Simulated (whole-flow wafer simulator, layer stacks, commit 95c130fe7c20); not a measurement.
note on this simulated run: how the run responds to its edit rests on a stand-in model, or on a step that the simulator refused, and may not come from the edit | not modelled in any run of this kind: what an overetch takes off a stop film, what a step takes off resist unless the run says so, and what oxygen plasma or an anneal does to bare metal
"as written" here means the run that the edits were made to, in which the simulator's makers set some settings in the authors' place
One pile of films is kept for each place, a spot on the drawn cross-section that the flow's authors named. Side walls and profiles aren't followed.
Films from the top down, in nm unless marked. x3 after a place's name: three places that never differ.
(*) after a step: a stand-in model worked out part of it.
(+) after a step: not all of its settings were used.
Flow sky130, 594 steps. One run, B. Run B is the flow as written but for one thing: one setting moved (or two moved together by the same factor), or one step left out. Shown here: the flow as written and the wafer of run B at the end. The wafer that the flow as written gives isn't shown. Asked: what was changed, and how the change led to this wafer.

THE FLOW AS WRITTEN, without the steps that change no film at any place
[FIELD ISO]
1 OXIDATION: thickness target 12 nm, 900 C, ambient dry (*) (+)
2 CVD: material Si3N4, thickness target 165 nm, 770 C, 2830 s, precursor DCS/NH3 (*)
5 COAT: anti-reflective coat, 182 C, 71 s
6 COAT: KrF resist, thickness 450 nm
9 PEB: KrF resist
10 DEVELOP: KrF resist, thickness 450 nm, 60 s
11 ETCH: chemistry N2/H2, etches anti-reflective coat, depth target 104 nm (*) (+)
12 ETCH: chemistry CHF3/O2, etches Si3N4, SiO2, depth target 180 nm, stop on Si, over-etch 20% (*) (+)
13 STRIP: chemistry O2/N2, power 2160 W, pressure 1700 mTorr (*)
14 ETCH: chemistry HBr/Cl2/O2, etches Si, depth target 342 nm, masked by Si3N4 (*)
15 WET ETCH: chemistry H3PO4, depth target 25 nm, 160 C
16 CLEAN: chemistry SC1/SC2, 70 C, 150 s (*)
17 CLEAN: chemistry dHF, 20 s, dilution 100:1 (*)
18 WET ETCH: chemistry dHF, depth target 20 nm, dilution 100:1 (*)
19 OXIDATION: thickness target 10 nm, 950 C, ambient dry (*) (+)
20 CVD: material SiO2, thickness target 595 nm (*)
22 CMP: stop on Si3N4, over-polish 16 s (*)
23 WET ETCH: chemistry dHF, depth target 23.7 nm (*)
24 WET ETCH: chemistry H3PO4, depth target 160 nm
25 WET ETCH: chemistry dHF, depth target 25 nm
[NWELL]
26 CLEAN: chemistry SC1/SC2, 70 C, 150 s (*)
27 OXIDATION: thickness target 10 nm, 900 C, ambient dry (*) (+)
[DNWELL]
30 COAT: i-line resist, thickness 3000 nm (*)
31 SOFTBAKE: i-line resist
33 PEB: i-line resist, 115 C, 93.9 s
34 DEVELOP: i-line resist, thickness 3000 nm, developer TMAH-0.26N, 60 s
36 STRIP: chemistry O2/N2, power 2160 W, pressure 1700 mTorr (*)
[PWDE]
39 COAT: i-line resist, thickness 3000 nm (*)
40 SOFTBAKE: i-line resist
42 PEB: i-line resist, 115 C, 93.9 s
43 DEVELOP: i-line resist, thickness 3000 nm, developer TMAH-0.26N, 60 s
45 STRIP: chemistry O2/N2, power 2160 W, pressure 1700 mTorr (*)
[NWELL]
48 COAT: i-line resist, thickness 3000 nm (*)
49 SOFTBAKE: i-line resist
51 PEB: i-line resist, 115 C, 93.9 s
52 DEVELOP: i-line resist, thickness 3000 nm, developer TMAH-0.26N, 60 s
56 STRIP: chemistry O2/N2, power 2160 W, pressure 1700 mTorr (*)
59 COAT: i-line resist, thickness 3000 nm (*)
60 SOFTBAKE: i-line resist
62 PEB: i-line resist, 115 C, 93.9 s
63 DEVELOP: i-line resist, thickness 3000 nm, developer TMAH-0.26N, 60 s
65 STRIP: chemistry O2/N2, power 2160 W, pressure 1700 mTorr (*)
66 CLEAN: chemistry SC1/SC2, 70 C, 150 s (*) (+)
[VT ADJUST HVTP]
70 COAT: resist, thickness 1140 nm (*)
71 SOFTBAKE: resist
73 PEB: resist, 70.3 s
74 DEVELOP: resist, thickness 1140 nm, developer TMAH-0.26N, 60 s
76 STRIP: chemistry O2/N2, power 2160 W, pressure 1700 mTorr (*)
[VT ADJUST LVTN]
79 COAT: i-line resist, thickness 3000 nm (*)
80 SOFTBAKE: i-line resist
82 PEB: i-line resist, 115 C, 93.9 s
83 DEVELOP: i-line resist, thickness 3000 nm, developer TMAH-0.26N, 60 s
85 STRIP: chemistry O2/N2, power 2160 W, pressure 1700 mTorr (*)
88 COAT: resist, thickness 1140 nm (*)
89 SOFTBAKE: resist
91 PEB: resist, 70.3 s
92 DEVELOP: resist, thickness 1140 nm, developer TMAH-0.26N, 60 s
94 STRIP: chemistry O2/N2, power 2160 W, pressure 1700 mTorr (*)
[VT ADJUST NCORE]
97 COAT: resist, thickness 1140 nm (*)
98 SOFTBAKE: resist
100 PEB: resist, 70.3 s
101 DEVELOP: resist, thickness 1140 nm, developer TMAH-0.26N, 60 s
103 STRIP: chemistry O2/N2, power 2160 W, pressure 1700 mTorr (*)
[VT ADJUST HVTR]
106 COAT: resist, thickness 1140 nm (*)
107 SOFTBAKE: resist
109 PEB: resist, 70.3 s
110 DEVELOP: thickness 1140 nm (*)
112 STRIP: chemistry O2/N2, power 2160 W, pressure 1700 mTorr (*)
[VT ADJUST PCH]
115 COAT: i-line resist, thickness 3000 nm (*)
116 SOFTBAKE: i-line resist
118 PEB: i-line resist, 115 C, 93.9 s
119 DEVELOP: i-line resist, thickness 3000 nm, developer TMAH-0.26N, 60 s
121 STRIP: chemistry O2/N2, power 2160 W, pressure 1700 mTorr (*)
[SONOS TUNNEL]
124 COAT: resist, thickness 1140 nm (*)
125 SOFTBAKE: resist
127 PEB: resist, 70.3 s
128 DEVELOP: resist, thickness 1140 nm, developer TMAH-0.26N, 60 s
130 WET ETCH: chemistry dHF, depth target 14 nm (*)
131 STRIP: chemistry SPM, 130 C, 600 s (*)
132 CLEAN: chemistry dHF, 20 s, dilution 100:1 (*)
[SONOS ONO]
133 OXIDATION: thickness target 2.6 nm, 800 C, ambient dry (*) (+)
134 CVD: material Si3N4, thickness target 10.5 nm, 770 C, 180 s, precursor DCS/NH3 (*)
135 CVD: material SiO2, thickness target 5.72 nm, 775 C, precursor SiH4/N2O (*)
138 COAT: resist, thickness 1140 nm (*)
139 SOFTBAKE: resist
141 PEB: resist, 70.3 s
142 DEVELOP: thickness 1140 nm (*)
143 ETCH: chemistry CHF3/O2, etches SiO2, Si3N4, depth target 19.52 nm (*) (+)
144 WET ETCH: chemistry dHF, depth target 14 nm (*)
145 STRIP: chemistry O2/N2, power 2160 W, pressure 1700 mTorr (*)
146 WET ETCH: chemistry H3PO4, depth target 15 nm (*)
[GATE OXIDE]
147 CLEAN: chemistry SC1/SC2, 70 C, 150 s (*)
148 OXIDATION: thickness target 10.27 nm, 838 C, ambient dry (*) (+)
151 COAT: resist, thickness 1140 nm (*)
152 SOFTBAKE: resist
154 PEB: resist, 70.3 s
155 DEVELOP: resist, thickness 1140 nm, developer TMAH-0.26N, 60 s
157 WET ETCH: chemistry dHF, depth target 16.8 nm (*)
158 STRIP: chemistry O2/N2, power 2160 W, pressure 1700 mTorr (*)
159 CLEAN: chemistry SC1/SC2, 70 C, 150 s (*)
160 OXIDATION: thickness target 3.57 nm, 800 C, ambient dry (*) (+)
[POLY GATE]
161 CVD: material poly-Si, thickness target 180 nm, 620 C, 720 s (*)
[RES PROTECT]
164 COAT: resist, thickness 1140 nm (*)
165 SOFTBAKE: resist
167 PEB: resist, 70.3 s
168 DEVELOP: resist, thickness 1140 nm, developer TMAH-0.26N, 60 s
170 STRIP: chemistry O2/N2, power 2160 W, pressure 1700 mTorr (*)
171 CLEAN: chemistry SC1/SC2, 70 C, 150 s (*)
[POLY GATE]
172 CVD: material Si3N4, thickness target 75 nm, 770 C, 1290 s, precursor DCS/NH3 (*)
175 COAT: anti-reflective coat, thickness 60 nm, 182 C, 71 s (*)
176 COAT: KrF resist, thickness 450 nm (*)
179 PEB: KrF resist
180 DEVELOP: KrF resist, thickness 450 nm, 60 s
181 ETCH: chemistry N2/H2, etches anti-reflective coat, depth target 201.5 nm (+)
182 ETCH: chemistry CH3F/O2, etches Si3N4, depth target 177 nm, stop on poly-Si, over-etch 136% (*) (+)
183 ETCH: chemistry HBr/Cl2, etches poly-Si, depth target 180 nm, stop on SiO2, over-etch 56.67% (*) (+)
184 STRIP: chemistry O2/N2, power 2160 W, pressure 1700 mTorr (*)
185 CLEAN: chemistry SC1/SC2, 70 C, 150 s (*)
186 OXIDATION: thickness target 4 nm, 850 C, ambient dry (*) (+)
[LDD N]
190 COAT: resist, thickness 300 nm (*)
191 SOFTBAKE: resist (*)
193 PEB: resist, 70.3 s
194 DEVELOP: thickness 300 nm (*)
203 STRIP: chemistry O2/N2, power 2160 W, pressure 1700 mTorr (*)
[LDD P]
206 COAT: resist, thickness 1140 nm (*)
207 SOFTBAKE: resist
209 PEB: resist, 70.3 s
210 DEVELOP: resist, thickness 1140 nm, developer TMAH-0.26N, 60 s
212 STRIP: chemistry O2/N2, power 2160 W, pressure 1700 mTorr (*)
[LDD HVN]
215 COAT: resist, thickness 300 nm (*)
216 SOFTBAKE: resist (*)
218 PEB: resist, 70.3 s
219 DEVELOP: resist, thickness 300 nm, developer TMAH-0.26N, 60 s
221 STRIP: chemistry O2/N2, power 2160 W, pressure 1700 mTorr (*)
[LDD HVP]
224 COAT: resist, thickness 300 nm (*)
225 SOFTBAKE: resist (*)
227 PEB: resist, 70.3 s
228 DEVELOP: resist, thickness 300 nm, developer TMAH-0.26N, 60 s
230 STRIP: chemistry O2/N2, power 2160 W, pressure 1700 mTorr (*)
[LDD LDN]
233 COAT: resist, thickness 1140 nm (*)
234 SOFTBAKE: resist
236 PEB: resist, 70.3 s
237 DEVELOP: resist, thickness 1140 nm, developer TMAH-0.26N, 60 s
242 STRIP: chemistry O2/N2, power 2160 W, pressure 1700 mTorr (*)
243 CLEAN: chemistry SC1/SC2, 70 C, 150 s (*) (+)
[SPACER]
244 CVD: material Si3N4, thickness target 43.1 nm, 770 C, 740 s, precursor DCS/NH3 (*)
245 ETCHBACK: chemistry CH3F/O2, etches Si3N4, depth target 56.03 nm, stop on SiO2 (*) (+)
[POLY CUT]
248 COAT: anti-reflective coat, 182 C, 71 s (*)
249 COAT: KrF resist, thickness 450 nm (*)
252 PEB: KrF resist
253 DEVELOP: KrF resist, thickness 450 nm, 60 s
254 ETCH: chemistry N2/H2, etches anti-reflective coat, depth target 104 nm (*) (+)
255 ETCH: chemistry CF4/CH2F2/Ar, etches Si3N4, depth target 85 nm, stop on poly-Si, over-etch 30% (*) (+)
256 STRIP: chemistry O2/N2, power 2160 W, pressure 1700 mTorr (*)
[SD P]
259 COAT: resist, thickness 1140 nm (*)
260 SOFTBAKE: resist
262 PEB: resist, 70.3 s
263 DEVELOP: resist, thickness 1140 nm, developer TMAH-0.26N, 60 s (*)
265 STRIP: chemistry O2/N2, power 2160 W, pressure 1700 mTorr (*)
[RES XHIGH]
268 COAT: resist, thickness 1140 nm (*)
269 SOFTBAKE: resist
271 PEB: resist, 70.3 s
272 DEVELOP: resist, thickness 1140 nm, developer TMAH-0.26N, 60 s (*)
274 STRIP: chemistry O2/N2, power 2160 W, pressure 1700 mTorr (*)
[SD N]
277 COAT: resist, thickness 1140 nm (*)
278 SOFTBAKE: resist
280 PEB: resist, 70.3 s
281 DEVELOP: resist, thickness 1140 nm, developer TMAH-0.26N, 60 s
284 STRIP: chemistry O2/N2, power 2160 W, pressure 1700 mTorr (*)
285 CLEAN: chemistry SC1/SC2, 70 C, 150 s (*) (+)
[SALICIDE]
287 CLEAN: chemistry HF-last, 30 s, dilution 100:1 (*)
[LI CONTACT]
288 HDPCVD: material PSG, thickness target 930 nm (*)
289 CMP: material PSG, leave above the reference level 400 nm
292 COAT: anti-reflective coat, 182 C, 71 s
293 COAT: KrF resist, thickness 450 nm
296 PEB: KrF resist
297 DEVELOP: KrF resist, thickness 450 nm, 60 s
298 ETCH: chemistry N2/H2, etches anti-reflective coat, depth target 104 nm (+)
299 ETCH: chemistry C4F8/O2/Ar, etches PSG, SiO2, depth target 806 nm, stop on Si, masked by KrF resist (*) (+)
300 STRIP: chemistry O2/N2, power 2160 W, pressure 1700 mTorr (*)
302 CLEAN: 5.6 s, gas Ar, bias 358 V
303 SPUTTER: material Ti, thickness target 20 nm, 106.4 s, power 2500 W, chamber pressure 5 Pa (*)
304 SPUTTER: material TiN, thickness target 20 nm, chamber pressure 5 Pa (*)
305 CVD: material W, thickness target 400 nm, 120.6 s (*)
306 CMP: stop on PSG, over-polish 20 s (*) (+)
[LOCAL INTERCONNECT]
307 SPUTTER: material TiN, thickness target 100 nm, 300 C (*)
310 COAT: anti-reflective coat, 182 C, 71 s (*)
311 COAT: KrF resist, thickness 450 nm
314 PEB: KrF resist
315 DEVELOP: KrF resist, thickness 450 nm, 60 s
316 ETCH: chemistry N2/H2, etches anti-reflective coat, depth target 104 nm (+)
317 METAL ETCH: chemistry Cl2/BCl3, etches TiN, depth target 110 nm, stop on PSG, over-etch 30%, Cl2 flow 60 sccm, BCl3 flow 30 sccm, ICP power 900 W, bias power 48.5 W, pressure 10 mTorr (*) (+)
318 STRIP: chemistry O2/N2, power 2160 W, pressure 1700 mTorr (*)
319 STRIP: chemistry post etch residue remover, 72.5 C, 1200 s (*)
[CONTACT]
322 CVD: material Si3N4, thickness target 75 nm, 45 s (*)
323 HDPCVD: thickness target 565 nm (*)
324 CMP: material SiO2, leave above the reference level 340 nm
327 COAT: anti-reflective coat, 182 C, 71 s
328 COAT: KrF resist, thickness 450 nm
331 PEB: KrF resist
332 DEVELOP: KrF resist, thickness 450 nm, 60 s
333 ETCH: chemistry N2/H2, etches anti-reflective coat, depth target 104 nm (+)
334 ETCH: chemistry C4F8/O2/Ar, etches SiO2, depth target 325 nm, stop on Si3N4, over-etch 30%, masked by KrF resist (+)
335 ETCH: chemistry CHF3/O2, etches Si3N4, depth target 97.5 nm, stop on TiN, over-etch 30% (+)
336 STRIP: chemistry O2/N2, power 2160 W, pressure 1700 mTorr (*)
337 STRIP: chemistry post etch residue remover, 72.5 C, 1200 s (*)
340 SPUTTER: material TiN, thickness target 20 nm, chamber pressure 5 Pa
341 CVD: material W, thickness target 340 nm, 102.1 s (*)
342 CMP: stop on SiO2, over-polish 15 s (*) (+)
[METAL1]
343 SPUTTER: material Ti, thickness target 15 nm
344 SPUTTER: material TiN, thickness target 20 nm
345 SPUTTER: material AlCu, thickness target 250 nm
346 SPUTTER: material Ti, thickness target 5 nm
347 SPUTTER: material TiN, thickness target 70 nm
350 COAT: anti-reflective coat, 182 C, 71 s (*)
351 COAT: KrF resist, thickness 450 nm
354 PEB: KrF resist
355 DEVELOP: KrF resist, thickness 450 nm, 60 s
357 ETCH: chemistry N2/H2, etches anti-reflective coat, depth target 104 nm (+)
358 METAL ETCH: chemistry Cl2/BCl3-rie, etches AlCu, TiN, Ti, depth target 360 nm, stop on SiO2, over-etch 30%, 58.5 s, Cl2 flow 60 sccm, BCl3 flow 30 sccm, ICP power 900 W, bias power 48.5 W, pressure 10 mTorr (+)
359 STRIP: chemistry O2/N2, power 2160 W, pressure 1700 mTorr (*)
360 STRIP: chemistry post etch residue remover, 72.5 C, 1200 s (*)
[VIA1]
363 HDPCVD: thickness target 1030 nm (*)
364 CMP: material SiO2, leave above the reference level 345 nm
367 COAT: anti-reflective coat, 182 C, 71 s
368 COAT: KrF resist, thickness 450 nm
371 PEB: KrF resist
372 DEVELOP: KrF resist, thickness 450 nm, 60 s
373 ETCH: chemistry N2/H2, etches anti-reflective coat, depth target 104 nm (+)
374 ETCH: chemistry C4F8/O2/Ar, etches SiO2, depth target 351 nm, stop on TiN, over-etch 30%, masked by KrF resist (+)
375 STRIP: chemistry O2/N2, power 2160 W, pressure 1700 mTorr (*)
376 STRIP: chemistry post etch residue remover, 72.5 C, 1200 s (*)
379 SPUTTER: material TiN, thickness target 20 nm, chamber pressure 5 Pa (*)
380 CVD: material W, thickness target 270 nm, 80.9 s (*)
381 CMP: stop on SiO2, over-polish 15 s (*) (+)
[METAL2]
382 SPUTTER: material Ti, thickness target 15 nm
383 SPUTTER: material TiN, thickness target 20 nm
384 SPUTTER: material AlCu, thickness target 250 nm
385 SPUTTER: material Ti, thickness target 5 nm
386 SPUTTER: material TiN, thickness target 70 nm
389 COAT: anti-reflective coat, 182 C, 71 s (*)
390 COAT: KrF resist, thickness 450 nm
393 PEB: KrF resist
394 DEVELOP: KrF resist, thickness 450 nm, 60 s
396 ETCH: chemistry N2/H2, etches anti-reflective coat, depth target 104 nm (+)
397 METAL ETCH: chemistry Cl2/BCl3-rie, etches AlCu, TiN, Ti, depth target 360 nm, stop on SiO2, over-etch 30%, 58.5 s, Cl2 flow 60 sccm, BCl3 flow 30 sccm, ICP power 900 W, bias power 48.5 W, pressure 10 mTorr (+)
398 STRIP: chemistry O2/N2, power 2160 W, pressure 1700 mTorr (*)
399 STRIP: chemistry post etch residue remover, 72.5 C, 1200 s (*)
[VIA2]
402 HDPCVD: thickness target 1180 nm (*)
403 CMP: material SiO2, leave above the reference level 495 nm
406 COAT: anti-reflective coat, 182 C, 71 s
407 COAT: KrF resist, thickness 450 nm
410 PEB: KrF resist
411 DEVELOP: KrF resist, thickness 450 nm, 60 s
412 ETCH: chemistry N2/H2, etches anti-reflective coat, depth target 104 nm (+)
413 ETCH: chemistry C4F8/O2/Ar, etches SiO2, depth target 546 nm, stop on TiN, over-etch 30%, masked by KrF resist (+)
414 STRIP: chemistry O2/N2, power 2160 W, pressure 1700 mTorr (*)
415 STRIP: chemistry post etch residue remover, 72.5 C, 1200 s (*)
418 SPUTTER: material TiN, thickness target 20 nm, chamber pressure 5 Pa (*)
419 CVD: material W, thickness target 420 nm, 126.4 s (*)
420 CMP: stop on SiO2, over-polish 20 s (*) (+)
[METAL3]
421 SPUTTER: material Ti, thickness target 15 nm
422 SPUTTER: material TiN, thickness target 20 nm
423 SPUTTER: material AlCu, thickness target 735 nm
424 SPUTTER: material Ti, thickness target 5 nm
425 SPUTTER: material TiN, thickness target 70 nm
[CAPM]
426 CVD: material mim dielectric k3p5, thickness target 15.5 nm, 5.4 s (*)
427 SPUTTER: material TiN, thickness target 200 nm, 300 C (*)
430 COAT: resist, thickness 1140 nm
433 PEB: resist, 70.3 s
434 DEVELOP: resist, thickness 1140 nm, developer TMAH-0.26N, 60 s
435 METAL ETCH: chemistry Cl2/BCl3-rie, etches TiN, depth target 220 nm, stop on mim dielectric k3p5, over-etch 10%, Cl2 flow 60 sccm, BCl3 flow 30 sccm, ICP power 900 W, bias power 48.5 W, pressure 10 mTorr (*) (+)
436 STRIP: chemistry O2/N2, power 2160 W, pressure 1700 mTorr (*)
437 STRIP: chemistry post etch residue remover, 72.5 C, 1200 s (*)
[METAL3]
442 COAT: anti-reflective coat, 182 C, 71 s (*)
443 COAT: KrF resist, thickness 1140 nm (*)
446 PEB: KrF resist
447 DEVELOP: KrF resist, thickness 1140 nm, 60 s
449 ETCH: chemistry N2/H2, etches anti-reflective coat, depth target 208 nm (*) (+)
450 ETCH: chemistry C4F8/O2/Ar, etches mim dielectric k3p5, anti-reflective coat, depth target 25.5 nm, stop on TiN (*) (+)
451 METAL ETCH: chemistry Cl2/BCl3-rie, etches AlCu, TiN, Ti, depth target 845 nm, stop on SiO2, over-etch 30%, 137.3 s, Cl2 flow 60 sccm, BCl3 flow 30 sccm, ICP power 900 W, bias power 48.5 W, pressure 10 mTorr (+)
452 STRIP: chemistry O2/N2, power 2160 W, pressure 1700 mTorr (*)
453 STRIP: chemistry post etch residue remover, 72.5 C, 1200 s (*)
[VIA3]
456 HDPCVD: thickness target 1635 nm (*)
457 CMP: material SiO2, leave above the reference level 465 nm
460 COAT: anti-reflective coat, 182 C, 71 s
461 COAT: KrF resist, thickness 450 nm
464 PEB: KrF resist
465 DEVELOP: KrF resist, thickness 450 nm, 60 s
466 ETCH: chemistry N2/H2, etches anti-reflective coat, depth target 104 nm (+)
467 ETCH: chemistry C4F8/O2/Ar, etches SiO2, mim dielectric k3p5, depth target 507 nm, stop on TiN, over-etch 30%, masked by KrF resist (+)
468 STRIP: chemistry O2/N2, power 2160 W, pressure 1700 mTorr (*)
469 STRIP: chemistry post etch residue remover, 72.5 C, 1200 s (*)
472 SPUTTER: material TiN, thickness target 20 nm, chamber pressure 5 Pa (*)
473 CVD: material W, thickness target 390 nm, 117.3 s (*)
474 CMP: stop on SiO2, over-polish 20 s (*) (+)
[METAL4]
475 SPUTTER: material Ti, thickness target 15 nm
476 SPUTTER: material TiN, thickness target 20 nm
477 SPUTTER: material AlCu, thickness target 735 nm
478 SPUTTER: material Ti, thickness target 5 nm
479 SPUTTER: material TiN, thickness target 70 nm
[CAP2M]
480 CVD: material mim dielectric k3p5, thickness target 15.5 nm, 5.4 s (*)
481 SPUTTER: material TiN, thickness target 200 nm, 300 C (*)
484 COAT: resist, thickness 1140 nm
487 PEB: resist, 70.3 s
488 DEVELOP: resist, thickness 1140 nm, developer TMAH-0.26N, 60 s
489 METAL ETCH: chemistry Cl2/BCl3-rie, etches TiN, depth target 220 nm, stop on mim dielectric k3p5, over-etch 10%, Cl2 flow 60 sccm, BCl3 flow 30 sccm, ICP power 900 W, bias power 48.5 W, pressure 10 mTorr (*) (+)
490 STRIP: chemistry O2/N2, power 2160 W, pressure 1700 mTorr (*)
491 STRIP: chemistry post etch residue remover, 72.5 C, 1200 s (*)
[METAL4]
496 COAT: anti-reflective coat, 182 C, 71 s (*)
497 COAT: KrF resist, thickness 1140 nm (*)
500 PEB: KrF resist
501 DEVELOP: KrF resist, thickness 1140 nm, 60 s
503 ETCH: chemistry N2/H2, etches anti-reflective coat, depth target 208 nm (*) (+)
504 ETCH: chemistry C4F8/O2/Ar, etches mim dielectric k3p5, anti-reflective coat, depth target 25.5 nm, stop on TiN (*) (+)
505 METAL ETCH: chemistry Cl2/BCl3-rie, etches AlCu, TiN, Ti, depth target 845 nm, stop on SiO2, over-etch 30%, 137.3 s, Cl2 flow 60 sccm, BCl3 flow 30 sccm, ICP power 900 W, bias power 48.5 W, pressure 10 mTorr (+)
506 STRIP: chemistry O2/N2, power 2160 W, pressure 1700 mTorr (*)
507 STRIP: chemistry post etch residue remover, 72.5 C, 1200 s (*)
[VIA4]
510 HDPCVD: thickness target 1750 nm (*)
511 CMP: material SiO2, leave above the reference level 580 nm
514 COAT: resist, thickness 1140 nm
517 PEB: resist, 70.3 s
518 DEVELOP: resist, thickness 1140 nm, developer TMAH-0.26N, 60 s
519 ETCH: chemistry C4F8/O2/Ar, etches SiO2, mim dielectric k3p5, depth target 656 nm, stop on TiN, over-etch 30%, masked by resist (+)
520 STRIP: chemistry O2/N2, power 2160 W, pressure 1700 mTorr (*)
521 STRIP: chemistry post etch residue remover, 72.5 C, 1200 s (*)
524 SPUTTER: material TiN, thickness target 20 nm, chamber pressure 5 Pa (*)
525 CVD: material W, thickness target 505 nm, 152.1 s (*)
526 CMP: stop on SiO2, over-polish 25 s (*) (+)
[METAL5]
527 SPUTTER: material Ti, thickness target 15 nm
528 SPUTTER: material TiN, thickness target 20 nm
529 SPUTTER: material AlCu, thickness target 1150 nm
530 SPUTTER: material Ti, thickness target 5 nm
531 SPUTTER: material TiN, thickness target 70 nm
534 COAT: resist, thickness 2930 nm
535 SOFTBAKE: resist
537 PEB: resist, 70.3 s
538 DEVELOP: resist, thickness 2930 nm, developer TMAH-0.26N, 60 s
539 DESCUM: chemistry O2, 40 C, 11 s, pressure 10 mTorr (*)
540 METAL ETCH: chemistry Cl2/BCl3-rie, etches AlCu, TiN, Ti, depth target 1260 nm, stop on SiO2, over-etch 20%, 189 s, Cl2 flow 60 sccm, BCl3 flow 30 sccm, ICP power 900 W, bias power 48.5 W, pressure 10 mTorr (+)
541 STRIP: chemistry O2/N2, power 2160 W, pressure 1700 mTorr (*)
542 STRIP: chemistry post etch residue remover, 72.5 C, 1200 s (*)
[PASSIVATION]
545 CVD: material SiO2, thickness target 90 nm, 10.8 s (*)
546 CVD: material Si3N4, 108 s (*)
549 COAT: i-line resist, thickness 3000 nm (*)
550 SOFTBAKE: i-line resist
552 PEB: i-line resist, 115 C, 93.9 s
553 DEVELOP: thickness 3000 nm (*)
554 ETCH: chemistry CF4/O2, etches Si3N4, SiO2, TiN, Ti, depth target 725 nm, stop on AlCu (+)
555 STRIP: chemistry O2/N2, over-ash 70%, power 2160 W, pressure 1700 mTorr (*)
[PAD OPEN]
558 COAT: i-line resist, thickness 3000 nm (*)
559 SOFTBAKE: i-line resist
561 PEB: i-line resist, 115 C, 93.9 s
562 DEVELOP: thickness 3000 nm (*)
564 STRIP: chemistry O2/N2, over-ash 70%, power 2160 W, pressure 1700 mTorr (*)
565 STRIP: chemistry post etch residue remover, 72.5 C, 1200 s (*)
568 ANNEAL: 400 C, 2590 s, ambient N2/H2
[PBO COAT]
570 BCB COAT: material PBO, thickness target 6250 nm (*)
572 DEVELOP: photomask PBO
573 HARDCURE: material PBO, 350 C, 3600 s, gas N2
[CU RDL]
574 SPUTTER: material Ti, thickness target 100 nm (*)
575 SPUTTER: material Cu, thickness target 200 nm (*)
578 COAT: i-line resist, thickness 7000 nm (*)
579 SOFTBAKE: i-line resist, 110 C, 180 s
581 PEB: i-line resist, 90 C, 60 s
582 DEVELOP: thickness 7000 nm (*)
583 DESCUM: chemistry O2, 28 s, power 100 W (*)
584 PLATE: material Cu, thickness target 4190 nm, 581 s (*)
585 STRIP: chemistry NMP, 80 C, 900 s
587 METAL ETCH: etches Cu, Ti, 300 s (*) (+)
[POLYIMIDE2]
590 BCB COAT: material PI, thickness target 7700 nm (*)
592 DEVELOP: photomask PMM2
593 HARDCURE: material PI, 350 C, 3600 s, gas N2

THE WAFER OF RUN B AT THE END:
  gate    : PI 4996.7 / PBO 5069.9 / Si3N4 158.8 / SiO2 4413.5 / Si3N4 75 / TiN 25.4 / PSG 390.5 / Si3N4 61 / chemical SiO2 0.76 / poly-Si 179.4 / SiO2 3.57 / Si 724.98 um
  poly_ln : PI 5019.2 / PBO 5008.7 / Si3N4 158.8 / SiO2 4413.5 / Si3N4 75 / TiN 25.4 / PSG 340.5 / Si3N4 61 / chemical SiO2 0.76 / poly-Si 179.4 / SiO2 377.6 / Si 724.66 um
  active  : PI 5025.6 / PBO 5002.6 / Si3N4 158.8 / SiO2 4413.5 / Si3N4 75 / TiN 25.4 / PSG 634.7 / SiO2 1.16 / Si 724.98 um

The cause: step 316, ETCH: depth target 44.2 nm was run, where the flow has depth target 104 nm.

How the change led to this, step by step:
  316 ETCH: chemistry N2/H2, etches anti-reflective coat, depth target 104 nm (+)
      field, active, gate and 87 more: anti-reflective coat -44.2 (as written it would be: anti-reflective coat -80 (all of it), TiN -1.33)
      rpo_hd: anti-reflective coat -44.2 (as written it would be: anti-reflective coat -80 (all of it), TiN -1.34)
      (and at 100 more places)
  317 METAL ETCH: chemistry Cl2/BCl3, etches TiN, depth target 110 nm, stop on PSG, over-etch 30%, Cl2 flow 60 sccm, BCl3 flow 30 sccm, ICP power 900 W, bias power 48.5 W, pressure 10 mTorr (*) (+)
      field, active, gate and 88 more: anti-reflective coat -35.8 (all of it), TiN -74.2 (as written it would be: TiN -98.7 (all of it))
  318 STRIP: chemistry O2/N2, power 2160 W, pressure 1700 mTorr (*)
      n_well, p_well, gate_hv and 88 more: KrF resist -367 (all of it), anti-reflective coat -80 (all of it) (as written it would be: KrF resist -333.8 (all of it), anti-reflective coat -80 (all of it))
      drift_dnw, nw_fld, nw_fld__w1, ndiff_licon_rim, pnp_par_nw: KrF resist -367.1 (all of it), anti-reflective coat -80 (all of it) (as written it would be: KrF resist -333.8 (all of it), anti-reflective coat -80 (all of it))
      (and at 4 more places)
  324 CMP: material SiO2, leave above the reference level 340 nm
      field, active, gate and 88 more: SiO2 -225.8 (as written it would be: SiO2 -200.4)
Counting metal films that touch as one body, gate has 1 body; the flow as written gives 0 bodies.
Counting metal films that touch as one body, poly_ln has 1 body; the flow as written gives 0 bodies.
Counting metal films that touch as one body, active has 1 body; the flow as written gives 0 bodies.
